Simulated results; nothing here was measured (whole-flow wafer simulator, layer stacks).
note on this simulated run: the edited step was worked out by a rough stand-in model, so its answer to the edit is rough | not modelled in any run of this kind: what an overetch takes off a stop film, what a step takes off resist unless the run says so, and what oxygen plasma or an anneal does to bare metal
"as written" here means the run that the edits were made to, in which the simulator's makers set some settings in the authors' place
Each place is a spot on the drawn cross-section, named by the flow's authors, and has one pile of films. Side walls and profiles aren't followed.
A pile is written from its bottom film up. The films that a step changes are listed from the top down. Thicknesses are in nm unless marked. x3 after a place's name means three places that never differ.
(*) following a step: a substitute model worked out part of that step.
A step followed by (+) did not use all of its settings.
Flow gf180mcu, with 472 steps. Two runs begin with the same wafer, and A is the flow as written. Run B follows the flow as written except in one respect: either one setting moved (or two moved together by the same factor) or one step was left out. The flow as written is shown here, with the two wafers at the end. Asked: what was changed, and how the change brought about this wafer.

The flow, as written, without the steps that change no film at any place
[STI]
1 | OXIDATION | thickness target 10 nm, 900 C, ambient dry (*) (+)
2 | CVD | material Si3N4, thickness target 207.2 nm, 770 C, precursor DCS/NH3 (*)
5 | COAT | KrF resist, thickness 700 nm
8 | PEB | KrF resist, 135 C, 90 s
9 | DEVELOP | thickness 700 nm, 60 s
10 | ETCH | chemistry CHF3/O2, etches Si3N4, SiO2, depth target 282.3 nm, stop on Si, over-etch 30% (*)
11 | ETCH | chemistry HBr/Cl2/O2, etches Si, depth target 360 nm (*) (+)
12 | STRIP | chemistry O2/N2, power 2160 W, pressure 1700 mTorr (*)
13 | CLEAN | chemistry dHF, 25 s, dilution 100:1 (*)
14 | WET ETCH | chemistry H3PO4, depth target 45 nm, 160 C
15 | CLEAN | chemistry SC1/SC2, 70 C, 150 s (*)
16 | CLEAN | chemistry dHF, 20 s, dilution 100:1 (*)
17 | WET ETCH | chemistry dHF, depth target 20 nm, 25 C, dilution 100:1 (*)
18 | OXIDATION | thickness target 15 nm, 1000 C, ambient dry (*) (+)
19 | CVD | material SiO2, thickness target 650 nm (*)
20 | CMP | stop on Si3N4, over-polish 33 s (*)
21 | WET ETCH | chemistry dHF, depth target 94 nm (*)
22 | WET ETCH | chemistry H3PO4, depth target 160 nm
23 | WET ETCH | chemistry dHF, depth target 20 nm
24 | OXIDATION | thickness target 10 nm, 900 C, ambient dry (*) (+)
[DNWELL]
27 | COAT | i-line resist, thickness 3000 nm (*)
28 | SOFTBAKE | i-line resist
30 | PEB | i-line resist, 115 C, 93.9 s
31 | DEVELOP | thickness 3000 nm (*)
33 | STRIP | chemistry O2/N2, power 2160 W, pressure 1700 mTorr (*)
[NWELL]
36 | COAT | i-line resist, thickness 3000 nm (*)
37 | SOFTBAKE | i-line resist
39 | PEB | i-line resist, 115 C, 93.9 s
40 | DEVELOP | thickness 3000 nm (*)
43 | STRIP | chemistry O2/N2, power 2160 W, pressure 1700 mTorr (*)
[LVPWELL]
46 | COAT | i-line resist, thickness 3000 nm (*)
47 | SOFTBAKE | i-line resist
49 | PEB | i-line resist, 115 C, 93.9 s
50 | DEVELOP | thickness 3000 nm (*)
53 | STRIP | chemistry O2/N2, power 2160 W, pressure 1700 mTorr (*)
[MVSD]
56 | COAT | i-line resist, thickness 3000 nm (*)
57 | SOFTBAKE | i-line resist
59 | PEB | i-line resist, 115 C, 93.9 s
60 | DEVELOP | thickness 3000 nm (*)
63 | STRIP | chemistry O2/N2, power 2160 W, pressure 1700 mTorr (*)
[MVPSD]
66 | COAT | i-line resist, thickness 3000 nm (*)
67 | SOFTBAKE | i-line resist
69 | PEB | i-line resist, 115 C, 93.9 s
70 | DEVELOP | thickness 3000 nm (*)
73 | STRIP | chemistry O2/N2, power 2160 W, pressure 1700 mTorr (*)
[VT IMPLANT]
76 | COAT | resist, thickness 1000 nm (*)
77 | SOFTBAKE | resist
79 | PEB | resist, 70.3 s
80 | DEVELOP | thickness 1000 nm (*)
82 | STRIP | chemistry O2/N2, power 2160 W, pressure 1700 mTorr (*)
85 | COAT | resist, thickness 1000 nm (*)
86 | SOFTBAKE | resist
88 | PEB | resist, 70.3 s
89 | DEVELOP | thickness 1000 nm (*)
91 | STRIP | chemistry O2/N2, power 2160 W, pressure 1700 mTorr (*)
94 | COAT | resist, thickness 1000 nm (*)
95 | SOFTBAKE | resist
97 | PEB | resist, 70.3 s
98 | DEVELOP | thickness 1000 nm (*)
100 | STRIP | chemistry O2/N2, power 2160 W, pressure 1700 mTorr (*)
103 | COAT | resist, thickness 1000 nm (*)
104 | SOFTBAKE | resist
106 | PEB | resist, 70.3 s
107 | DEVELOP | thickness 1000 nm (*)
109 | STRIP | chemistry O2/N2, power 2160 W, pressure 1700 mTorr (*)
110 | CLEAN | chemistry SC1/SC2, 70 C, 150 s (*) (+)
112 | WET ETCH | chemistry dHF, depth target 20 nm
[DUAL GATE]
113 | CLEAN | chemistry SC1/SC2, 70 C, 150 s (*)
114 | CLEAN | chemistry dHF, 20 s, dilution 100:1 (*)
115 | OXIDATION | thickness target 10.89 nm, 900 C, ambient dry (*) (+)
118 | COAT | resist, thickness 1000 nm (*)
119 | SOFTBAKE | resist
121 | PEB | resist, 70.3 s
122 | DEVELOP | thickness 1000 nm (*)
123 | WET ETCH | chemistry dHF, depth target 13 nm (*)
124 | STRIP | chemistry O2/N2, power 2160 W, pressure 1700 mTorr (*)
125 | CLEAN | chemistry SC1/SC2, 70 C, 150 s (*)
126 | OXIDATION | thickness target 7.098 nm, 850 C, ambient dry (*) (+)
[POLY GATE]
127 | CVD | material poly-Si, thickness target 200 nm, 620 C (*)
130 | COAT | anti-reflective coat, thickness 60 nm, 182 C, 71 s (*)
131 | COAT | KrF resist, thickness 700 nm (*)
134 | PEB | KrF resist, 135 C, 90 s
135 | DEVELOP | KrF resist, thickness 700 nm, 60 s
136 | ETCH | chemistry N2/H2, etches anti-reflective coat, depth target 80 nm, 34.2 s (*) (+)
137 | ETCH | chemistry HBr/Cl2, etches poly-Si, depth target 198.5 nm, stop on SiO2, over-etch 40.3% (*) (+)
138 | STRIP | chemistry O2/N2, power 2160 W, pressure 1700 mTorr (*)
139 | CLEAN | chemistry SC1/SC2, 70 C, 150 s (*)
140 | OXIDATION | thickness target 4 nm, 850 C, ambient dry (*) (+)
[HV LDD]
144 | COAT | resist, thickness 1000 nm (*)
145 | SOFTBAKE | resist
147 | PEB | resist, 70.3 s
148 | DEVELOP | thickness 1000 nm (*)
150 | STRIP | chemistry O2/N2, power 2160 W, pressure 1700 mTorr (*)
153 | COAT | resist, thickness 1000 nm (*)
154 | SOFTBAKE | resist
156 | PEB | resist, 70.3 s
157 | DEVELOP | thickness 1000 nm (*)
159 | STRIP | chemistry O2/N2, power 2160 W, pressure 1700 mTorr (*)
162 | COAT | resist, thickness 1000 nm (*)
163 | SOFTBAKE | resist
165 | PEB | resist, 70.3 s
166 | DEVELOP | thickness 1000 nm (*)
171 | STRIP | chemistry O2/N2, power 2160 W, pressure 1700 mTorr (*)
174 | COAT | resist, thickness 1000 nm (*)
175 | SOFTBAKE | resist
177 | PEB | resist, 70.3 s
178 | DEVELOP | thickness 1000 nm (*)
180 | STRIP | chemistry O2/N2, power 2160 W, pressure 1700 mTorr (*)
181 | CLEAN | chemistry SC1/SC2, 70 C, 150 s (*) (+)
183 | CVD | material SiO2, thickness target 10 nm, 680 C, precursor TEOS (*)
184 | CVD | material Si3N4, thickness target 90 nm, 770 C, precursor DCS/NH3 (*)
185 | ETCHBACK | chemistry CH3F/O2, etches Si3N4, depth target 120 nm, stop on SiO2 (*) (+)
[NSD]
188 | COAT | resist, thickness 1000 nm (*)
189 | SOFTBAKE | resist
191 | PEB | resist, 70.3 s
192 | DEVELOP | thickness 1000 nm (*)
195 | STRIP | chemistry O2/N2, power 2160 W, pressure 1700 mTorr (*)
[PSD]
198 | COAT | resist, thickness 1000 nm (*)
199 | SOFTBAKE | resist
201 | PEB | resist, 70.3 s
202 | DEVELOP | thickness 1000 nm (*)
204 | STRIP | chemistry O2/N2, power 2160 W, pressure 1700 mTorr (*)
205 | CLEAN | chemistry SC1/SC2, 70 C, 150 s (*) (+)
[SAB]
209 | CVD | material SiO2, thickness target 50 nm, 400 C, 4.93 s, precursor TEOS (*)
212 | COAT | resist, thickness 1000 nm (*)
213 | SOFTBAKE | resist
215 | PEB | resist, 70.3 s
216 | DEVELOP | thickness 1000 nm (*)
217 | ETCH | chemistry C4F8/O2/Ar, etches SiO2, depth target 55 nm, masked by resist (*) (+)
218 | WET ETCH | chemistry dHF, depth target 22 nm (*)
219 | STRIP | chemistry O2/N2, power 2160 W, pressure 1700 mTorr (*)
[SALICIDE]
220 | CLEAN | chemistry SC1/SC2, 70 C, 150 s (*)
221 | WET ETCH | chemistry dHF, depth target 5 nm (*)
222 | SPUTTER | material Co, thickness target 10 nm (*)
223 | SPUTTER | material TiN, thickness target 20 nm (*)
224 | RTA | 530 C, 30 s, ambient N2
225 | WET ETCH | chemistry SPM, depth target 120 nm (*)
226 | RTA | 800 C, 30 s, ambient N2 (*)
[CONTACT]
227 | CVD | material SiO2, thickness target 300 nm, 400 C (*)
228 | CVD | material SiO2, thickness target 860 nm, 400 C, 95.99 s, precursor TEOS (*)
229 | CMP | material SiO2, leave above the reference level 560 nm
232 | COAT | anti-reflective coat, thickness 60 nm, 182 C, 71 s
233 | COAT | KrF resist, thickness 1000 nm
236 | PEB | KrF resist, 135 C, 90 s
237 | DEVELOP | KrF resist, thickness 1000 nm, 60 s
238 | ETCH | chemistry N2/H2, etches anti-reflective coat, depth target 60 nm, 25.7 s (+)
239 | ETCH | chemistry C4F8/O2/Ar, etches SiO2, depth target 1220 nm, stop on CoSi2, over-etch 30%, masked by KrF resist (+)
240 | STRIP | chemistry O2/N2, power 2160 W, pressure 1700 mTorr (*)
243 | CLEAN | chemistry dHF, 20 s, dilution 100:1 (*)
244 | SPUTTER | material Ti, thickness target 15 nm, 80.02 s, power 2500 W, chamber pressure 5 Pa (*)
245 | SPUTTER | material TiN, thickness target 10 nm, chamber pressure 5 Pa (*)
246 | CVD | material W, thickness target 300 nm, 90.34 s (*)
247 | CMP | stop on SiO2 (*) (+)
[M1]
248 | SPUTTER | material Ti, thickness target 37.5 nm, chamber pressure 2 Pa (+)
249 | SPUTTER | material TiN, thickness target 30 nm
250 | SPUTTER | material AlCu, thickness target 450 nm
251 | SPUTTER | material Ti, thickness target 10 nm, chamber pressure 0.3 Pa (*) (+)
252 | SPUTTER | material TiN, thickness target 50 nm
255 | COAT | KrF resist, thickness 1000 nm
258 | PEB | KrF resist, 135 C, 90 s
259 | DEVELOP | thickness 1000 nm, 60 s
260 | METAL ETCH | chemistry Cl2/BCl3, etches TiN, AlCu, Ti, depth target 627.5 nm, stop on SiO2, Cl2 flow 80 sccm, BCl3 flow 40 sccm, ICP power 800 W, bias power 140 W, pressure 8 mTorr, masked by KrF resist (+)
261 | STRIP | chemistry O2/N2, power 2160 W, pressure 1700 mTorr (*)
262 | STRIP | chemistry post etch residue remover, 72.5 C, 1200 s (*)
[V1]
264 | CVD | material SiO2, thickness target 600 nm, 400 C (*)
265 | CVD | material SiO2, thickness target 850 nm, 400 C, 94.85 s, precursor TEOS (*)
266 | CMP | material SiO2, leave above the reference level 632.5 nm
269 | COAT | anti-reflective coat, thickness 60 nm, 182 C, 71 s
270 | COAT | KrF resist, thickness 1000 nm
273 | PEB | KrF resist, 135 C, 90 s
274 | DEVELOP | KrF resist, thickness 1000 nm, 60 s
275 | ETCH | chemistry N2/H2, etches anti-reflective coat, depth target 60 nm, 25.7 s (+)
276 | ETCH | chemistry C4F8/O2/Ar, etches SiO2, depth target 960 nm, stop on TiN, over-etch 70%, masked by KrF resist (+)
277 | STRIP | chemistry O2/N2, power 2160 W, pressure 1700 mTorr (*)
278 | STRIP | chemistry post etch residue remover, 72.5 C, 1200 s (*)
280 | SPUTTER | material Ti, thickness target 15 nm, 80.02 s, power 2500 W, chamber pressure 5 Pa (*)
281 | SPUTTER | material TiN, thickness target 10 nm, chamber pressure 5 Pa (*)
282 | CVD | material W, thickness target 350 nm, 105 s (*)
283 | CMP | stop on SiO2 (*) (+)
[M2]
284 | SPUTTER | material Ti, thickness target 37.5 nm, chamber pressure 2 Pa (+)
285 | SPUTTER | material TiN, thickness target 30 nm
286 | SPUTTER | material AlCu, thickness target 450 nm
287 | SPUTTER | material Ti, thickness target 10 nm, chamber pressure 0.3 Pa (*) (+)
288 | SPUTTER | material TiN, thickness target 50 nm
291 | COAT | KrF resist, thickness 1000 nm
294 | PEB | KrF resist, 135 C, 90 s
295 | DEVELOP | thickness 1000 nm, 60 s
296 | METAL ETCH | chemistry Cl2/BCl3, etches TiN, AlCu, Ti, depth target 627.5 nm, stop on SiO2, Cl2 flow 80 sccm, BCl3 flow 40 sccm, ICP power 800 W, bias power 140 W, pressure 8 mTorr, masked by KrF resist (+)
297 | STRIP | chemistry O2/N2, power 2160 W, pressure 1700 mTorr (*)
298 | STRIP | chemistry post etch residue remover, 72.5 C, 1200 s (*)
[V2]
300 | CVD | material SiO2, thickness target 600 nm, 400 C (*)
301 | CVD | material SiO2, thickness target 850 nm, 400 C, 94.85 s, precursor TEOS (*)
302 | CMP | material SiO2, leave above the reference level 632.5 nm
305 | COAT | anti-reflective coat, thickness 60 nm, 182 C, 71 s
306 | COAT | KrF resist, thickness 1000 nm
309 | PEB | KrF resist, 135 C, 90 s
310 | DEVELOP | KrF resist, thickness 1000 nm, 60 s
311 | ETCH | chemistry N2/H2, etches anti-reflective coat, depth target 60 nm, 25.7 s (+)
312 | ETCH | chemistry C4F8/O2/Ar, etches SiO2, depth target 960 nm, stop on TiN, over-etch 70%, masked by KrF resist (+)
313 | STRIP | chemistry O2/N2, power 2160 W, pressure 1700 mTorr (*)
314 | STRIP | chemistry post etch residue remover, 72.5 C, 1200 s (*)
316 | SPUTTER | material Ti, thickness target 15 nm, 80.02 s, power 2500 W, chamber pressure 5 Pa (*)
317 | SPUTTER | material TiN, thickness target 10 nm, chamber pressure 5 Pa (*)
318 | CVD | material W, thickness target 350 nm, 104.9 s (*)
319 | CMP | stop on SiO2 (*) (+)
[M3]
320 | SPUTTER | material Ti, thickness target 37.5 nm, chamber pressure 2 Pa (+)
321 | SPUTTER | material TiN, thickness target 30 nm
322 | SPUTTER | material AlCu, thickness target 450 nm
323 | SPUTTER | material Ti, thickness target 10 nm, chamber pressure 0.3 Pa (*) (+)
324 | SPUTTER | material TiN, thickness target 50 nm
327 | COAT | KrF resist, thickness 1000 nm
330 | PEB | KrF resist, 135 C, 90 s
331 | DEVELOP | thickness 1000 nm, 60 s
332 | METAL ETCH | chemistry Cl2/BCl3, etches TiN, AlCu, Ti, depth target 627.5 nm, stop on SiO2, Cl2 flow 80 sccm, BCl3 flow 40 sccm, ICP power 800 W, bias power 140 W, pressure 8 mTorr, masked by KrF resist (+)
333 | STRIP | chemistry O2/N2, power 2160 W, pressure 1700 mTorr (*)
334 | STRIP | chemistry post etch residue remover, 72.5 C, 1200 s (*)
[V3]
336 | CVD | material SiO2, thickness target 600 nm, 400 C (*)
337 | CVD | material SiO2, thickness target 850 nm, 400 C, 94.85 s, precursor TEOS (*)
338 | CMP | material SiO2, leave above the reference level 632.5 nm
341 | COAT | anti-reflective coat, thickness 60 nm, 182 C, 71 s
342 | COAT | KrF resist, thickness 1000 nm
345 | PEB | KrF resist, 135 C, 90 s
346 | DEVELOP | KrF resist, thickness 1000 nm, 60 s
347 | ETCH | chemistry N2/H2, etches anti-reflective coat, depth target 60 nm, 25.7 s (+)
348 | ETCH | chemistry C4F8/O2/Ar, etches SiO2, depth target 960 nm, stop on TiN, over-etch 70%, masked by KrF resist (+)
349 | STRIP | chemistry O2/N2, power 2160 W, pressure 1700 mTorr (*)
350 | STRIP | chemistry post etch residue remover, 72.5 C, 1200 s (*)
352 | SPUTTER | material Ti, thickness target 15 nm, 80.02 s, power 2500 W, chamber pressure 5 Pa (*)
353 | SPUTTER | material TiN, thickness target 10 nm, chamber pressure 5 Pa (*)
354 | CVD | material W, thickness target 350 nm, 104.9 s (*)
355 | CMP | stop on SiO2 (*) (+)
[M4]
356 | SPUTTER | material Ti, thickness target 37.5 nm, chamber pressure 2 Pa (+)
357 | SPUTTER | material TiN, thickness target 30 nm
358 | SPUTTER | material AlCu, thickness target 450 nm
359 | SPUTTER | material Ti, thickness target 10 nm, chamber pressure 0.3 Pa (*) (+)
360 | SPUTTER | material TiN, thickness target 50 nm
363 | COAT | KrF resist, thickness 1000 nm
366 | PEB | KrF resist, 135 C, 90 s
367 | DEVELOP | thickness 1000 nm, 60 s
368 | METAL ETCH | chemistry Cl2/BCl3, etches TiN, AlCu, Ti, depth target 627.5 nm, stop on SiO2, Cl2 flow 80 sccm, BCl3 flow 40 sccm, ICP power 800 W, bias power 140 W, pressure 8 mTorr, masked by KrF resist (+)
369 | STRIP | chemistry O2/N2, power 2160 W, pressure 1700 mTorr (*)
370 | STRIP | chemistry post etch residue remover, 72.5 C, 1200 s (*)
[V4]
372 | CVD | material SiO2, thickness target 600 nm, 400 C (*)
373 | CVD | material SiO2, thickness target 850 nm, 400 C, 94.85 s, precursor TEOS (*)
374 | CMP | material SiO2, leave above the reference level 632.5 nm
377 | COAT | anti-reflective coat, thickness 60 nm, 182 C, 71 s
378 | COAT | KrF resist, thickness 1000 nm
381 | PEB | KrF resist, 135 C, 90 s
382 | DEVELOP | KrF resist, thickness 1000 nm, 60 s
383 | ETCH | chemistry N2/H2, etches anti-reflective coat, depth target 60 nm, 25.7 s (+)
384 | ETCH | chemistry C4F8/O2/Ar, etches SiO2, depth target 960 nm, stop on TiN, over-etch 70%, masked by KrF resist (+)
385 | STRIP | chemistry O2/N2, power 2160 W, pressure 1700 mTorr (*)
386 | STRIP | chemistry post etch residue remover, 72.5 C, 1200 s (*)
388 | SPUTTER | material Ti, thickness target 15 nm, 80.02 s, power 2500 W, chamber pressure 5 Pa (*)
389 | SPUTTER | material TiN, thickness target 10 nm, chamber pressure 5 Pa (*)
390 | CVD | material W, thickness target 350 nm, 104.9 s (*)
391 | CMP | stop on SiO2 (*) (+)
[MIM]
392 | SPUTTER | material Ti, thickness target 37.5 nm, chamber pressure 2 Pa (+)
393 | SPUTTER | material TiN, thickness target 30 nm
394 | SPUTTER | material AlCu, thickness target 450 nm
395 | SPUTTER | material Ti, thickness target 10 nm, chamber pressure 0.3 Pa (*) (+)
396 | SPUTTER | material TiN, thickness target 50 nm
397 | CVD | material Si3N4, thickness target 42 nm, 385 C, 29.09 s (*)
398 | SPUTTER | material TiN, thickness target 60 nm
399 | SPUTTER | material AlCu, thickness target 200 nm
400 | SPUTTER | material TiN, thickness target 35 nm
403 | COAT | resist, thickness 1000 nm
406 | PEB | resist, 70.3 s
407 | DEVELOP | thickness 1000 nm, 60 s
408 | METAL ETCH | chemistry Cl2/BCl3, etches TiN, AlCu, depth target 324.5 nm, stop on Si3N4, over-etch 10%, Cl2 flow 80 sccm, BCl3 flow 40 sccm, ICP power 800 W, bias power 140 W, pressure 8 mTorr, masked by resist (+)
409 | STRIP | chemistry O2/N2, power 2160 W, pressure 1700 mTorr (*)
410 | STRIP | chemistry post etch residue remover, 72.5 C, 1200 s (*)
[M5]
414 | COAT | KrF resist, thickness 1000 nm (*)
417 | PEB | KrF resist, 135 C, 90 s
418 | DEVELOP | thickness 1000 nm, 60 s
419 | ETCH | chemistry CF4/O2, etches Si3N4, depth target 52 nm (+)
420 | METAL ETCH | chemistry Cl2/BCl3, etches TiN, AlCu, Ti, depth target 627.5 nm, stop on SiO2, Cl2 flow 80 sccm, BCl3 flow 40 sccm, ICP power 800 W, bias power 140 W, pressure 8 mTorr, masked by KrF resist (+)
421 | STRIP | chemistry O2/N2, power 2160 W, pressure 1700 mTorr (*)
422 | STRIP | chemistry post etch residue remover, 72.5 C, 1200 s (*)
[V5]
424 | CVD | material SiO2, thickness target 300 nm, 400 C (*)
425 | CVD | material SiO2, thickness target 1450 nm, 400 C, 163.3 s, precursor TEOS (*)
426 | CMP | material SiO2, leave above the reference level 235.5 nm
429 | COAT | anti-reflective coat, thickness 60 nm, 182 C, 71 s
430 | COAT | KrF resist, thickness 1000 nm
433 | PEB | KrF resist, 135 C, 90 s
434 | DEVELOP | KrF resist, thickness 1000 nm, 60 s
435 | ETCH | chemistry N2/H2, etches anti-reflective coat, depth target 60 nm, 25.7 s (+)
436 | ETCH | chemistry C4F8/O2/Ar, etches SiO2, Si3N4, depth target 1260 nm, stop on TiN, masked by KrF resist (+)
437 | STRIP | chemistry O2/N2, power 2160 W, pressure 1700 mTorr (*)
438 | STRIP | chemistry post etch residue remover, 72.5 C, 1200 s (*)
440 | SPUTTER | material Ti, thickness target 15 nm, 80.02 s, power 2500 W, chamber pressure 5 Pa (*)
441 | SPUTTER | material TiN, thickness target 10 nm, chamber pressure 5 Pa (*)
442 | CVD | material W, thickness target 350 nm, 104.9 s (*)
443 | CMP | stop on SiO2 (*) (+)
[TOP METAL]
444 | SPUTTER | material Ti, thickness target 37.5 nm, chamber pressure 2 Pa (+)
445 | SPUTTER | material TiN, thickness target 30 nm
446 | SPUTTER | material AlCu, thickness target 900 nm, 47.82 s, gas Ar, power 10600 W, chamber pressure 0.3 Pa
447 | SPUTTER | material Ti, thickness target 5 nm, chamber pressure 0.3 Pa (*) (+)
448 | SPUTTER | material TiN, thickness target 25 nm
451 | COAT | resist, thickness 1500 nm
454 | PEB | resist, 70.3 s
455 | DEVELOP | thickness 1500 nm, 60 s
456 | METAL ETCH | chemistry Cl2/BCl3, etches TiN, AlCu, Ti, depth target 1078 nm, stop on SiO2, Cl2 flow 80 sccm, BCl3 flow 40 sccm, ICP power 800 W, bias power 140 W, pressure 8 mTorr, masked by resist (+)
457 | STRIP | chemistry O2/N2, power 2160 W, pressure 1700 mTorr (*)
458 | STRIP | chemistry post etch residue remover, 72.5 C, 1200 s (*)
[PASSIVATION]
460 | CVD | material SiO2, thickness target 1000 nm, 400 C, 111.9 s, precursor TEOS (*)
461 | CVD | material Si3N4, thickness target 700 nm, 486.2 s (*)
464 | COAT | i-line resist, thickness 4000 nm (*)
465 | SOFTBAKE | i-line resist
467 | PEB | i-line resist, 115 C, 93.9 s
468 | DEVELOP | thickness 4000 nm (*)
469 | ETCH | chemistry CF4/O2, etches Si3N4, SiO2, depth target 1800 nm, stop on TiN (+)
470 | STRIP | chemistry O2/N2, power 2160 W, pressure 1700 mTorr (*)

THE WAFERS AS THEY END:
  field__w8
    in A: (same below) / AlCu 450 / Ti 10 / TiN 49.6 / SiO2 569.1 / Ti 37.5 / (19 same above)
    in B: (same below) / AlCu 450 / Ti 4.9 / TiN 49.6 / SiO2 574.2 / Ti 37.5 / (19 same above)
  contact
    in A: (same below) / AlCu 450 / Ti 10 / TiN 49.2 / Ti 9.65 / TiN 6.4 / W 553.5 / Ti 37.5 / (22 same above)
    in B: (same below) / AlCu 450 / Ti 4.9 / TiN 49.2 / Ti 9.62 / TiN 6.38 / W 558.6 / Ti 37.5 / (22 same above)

Cause: step 323, SPUTTER: thickness target 4.9 nm was run, whereas the flow has thickness target 10 nm.
One can read it off the wafer: field__w8 has Ti 4.9, and step 323 as written asks for 10 nm.

The path from the change to this, step by step:
  323 | SPUTTER | material Ti, thickness target 10 nm, chamber pressure 0.3 Pa (*) (+)
      field, field__w1, field__w2 and 108 more: A +10 Ti (new film) | B +4.9 Ti (new film)
  332 | METAL ETCH | chemistry Cl2/BCl3, etches TiN, AlCu, Ti, depth target 627.5 nm, stop on SiO2, Cl2 flow 80 sccm, BCl3 flow 40 sccm, ICP power 800 W, bias power 140 W, pressure 8 mTorr, masked by KrF resist (+)
      field, field__w1, field__w2 and 103 more: A -50 TiN (all of it), -10 Ti (all of it), -450 AlCu (all of it), -30 TiN (all of it), -37.5 Ti (all of it) | B -50 TiN (all of it), -4.9 Ti (all of it), -450 AlCu (all of it), -30 TiN (all of it), -37.5 Ti (all of it)
